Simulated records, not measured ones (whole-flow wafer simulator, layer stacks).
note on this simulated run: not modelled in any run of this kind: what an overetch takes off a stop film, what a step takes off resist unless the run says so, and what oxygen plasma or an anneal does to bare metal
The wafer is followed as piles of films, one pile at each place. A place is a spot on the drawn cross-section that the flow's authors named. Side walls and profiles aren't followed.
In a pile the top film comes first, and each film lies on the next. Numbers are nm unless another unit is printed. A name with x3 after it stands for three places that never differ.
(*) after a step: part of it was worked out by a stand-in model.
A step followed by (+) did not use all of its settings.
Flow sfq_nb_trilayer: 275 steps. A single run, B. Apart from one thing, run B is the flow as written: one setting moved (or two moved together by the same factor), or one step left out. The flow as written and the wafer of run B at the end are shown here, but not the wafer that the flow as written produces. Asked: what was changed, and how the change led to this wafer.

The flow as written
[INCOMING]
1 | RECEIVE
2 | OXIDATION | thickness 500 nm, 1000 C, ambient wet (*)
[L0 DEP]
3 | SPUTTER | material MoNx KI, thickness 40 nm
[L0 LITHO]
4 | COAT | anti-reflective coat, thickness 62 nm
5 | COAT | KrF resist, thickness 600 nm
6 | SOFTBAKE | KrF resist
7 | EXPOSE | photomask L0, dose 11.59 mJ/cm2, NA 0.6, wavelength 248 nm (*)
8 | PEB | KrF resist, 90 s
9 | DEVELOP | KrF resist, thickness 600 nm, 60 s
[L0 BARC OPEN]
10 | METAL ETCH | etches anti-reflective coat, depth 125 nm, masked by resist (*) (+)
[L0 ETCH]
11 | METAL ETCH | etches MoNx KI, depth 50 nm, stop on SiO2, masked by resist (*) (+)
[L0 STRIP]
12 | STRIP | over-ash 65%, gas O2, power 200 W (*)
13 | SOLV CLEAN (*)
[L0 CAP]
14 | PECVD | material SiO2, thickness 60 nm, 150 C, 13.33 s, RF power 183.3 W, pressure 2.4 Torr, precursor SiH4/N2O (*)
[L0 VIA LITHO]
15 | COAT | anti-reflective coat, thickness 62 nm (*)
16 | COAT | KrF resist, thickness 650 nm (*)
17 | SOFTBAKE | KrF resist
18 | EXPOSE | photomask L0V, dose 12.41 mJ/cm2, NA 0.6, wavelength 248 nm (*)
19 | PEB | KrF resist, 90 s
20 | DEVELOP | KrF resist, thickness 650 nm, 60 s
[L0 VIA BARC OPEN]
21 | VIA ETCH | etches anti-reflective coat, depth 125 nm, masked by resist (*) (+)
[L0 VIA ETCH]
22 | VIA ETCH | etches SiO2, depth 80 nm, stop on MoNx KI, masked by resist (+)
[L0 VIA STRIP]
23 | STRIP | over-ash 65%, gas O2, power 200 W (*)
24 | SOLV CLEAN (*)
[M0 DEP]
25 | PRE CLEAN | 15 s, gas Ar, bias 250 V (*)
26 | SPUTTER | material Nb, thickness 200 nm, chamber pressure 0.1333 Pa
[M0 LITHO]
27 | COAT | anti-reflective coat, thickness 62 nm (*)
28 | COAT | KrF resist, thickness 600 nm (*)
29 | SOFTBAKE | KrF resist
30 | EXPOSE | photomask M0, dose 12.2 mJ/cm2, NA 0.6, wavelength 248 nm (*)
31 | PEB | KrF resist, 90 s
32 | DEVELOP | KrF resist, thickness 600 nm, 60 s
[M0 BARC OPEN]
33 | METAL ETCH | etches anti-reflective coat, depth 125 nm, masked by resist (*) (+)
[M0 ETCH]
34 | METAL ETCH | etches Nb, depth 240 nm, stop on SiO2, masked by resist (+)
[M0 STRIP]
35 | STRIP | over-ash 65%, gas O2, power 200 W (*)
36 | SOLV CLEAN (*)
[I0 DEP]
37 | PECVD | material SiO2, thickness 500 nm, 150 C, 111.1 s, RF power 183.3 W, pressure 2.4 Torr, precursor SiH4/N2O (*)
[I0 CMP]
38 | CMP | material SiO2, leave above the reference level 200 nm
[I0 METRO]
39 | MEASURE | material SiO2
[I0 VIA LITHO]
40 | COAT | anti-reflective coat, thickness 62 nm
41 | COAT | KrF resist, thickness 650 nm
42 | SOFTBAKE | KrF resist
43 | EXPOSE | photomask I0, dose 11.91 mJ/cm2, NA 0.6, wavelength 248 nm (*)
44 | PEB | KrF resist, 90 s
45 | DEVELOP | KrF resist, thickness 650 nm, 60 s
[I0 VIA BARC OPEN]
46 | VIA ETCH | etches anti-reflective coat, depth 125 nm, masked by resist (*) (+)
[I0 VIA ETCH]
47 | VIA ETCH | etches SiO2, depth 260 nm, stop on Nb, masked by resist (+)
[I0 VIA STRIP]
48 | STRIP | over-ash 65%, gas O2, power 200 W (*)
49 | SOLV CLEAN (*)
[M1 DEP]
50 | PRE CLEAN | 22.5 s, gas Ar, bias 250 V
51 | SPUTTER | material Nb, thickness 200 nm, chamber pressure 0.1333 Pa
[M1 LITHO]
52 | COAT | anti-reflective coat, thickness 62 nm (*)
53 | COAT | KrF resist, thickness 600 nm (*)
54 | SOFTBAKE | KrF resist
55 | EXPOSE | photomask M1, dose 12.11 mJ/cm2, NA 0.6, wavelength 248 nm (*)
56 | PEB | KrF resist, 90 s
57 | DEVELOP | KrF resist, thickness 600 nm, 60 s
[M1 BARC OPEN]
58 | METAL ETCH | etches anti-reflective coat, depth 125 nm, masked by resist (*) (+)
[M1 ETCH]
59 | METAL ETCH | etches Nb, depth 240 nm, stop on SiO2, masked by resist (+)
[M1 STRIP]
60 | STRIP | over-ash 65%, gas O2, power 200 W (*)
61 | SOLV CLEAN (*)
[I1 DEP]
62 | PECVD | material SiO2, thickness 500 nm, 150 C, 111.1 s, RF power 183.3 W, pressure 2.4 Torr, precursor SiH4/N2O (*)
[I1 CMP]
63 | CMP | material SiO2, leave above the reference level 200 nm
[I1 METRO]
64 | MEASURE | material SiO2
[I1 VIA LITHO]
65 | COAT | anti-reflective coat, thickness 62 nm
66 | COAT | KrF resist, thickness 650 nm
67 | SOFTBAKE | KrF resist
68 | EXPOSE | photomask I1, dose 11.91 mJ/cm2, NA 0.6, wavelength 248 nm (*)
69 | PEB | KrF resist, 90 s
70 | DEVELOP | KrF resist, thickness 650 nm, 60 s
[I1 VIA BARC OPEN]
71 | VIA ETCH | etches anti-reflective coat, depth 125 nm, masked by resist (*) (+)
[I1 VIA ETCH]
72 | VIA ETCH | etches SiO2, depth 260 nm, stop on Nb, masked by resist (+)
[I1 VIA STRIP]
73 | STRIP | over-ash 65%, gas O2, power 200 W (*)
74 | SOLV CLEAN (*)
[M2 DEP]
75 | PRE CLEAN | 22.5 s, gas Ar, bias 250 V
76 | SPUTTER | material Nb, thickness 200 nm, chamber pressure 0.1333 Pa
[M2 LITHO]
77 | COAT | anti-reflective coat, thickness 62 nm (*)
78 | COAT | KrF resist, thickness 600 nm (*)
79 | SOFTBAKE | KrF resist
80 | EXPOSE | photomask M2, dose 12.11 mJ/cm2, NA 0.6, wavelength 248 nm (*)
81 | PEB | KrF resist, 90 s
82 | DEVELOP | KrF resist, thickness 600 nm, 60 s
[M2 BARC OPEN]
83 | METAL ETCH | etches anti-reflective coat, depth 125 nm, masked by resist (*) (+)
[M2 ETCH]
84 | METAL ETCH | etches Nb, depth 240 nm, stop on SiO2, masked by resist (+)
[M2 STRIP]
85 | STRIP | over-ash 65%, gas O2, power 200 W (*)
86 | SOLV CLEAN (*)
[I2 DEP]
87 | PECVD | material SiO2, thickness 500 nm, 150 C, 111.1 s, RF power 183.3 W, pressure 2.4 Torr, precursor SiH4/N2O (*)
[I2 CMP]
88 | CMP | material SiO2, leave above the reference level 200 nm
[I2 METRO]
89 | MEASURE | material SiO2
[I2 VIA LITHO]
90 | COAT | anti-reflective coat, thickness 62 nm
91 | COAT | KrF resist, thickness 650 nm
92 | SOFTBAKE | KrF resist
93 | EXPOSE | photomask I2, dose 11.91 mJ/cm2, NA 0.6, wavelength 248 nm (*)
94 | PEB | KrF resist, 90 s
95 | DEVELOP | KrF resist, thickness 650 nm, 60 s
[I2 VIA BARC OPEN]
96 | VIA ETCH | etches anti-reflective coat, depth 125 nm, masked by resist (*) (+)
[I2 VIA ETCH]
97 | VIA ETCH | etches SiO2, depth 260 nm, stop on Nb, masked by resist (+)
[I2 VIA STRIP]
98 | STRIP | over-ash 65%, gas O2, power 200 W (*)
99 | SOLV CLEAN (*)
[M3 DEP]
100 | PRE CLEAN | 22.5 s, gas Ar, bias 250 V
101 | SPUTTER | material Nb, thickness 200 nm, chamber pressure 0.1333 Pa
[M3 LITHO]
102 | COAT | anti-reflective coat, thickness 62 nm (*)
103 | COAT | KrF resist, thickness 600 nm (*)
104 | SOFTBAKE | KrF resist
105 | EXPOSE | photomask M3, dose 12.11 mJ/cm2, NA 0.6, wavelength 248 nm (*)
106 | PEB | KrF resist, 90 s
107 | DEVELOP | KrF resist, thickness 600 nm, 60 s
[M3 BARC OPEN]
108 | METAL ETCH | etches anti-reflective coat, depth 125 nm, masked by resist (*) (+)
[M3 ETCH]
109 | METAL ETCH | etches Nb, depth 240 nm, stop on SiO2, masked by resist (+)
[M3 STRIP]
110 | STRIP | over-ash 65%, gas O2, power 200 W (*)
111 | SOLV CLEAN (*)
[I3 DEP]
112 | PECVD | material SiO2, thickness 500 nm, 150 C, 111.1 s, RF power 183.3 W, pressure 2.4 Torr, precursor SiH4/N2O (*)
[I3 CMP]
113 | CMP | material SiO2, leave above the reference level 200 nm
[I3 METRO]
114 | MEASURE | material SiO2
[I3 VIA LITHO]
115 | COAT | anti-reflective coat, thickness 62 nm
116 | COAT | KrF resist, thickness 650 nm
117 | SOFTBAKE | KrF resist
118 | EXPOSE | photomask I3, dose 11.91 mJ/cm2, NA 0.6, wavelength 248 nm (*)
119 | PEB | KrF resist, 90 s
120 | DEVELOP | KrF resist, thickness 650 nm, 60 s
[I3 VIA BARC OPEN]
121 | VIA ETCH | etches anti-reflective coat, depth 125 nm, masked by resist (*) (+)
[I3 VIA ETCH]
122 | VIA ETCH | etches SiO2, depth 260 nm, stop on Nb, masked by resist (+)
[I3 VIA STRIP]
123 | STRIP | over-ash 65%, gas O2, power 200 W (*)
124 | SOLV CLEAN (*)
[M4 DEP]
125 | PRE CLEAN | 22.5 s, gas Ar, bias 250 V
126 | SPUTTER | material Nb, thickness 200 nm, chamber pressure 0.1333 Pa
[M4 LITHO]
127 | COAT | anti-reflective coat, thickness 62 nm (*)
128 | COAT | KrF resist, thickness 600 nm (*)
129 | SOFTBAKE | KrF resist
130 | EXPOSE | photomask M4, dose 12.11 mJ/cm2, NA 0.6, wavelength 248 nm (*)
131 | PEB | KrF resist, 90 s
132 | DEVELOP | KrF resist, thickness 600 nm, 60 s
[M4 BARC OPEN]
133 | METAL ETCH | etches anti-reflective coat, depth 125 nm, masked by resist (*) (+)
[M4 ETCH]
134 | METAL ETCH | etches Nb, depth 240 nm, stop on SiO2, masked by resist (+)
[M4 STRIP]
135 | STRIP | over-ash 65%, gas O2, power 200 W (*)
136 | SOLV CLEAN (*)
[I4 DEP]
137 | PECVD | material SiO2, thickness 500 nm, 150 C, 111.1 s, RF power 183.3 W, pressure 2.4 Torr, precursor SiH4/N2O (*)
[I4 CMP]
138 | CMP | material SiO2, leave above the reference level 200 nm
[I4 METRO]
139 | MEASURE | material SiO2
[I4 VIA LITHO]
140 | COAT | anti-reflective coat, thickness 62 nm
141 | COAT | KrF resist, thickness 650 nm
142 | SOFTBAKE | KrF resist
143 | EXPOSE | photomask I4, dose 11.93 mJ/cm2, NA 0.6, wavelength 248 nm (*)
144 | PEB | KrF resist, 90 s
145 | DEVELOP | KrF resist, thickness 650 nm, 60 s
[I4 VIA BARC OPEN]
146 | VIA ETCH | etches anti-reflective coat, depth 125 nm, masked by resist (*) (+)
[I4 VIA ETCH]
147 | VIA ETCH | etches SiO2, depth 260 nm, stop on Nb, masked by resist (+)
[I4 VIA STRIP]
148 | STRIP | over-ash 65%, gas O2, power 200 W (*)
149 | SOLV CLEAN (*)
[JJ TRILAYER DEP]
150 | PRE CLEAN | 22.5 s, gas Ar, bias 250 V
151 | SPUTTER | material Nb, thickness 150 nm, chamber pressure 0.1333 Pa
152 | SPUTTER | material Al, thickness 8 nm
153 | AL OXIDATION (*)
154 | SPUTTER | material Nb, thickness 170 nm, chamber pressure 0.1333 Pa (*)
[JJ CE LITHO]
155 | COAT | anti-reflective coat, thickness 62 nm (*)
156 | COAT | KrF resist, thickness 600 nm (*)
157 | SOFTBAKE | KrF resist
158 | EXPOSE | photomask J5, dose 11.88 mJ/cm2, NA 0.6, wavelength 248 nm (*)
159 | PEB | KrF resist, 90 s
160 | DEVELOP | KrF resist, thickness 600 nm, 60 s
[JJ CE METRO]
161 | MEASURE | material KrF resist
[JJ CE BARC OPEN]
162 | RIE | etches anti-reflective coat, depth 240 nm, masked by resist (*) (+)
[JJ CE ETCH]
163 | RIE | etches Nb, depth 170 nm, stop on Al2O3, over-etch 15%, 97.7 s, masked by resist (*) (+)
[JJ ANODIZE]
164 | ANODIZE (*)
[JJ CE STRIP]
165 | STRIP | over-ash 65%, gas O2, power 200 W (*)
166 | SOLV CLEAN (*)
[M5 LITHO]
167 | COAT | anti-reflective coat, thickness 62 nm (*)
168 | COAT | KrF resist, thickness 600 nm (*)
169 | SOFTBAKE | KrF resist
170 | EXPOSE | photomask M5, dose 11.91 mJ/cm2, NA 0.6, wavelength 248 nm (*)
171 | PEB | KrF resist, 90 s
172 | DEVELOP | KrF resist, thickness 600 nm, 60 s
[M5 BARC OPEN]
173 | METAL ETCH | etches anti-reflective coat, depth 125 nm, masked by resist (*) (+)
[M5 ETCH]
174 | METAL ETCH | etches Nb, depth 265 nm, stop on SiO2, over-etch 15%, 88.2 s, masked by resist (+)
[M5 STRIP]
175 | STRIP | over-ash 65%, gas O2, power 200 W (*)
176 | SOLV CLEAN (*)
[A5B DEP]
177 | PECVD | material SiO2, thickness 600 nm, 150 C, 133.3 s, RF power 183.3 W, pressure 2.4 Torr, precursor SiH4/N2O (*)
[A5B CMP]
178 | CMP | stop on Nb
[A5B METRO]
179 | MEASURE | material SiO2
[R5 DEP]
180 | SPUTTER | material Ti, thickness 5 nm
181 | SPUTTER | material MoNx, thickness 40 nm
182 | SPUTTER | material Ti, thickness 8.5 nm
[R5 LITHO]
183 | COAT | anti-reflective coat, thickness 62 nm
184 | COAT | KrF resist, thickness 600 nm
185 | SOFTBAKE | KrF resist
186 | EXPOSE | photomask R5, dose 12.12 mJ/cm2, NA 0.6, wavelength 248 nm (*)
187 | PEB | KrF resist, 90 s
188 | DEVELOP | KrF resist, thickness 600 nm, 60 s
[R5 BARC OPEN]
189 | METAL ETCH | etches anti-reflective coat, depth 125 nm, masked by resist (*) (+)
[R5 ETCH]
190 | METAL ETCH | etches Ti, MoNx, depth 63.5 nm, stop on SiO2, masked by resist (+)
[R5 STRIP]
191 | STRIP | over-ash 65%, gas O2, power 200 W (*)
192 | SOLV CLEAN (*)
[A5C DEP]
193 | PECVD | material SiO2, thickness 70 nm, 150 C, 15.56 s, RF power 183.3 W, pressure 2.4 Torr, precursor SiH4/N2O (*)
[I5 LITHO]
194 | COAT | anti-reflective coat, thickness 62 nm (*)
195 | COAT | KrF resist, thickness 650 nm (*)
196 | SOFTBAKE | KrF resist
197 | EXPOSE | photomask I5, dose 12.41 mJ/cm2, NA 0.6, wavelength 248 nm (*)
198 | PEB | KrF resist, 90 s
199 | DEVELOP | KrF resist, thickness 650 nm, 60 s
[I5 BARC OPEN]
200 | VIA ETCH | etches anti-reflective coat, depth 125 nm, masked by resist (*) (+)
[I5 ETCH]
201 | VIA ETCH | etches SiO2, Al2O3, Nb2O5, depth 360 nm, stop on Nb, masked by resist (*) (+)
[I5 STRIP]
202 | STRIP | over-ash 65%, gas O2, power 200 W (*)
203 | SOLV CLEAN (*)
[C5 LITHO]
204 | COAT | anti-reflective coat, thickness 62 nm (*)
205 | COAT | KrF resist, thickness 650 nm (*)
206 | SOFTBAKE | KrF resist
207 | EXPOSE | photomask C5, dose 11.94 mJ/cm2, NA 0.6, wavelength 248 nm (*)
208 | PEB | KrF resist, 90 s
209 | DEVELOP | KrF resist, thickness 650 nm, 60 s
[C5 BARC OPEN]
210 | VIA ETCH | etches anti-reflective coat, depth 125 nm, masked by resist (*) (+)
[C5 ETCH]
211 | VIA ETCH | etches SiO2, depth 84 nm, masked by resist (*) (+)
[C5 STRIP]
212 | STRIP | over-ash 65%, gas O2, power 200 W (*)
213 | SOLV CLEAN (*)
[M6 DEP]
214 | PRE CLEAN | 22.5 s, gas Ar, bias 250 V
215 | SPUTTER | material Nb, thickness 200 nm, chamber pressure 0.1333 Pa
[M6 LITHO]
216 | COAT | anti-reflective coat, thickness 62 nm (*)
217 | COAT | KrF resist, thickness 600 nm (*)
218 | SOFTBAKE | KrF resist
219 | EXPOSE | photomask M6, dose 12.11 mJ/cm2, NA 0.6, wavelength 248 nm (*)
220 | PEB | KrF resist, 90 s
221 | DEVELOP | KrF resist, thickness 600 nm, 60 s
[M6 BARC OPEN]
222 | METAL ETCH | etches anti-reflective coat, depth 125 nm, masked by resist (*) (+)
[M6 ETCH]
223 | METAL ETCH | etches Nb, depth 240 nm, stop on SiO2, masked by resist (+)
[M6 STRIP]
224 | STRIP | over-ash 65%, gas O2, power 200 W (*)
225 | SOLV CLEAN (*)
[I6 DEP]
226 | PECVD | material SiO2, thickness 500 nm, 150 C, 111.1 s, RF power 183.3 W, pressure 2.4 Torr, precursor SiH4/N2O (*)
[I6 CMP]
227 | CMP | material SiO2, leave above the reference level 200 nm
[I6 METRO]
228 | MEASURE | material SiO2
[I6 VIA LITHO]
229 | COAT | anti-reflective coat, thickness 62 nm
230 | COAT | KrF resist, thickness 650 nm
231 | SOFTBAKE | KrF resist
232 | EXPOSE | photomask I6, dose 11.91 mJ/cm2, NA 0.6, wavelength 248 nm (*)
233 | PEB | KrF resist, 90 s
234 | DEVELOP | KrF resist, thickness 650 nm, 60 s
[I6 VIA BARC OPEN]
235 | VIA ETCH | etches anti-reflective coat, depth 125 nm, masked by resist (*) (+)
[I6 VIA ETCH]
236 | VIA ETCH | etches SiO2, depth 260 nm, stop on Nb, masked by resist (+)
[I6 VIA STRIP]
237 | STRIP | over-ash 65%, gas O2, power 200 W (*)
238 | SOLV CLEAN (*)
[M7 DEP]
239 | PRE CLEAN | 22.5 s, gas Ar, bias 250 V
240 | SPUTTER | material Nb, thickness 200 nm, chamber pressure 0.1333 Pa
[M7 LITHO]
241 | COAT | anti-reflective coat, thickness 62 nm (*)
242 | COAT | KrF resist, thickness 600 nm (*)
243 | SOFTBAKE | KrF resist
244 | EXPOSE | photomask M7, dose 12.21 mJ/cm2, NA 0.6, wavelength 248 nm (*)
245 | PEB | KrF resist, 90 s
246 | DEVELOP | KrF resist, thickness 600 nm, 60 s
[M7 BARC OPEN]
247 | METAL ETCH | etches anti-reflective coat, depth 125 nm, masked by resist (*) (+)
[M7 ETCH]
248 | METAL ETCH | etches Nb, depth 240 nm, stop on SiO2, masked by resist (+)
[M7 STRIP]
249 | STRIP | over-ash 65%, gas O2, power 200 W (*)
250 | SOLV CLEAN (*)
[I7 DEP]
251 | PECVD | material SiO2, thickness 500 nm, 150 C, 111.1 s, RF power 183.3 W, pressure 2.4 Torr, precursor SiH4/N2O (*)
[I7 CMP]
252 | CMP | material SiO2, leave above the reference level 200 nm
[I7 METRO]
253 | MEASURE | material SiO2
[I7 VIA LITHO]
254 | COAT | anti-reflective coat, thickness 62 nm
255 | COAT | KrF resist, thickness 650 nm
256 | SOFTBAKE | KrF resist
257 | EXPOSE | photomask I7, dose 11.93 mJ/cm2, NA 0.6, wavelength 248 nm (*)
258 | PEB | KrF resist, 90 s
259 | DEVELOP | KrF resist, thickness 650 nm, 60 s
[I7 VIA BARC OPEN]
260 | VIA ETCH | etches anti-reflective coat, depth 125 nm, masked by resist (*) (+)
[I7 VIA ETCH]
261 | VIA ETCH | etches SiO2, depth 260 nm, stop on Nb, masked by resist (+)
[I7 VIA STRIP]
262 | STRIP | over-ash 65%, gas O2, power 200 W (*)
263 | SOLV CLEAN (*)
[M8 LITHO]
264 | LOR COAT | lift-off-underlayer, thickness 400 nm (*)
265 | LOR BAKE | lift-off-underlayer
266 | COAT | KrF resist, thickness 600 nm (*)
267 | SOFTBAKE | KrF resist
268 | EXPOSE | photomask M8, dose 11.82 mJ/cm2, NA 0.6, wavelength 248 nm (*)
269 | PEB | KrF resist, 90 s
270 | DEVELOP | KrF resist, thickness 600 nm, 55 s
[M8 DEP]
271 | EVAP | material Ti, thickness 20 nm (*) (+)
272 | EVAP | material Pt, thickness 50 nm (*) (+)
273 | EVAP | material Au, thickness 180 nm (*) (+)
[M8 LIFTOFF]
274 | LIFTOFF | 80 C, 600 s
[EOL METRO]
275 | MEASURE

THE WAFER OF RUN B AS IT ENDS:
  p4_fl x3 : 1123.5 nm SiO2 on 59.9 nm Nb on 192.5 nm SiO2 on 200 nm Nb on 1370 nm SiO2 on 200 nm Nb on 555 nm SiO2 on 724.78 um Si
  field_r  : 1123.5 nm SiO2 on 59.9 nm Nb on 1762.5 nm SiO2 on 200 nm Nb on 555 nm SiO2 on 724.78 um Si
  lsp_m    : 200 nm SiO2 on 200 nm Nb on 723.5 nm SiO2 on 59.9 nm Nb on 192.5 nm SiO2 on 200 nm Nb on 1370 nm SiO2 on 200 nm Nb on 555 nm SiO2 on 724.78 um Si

Cause: step 174, METAL ETCH: depth 106 nm was run, while the flow as written has depth 265 nm.

The path from the change to this, step by step:
  174 | METAL ETCH | etches Nb, depth 265 nm, stop on SiO2, over-etch 15%, 88.2 s, masked by resist (+)
      field_l, r_sur, res and 50 more: -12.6 Al2O3 (all of it), -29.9 Nb2O5 (all of it), -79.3 Nb (it would be, as written: -12.6 Al2O3 (all of it), -29.9 Nb2O5 (all of it), -139.2 Nb (all of it), -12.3 SiO2)
      v_sur, via_wl, via_w and 40 more: -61 KrF resist (it would be, as written: -152.4 KrF resist)
      (also at 10 further places)
  175 | STRIP | over-ash 65%, gas O2, power 200 W (*)
      l0r_line_l, l0r_line_c, l0r_space_c and 27 more: -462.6 KrF resist (all of it), -62 anti-reflective coat (all of it) (it would be, as written: -371.2 KrF resist (all of it), -62 anti-reflective coat (all of it))
      v_sur: -440.6 KrF resist (all of it), -44.9 anti-reflective coat (all of it) (it would be, as written: -349.2 KrF resist (all of it), -44.9 anti-reflective coat (all of it))
      (also at 22 further places)
  177 | PECVD | material SiO2, thickness 600 nm, 150 C, 133.3 s, RF power 183.3 W, pressure 2.4 Torr, precursor SiH4/N2O (*)
      field_l, p4_fl x3, p4_w1 x9 and 29 more: +600 SiO2 (new film) (it would be, as written: +600 SiO2)
      r_sur, res, r_end, moat, field_r, lsp_l: +600 SiO2 (new film) (it would be, as written: +592.9 SiO2)
      (also at 5 further places)
  178 | CMP | stop on Nb
      field_l, p4_fl x3, p4_w1 x9 and 29 more: -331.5 SiO2 (it would be, as written: -259.3 SiO2)
      r_sur, res, r_end, moat, field_r, lsp_l: -331.5 SiO2 (it would be, as written: -252.3 SiO2)
      (also at 5 further places)
If metal films that touch count as one body, p4_fl x3 has 3 bodies (between them, from the top down: SiO2 192.5; SiO2 1370); the flow as written gives 2 bodies (between them, from the top down: SiO2 1370).
If metal films that touch count as one body, field_r has 2 bodies (between them, from the top down: SiO2 1762.5); the flow as written gives 1 body.
If metal films that touch count as one body, lsp_m has 4 bodies (between them, from the top down: SiO2 723.5; SiO2 192.5; SiO2 1370); the flow as written gives 3 bodies (between them, from the top down: SiO2 975.9; SiO2 1370).
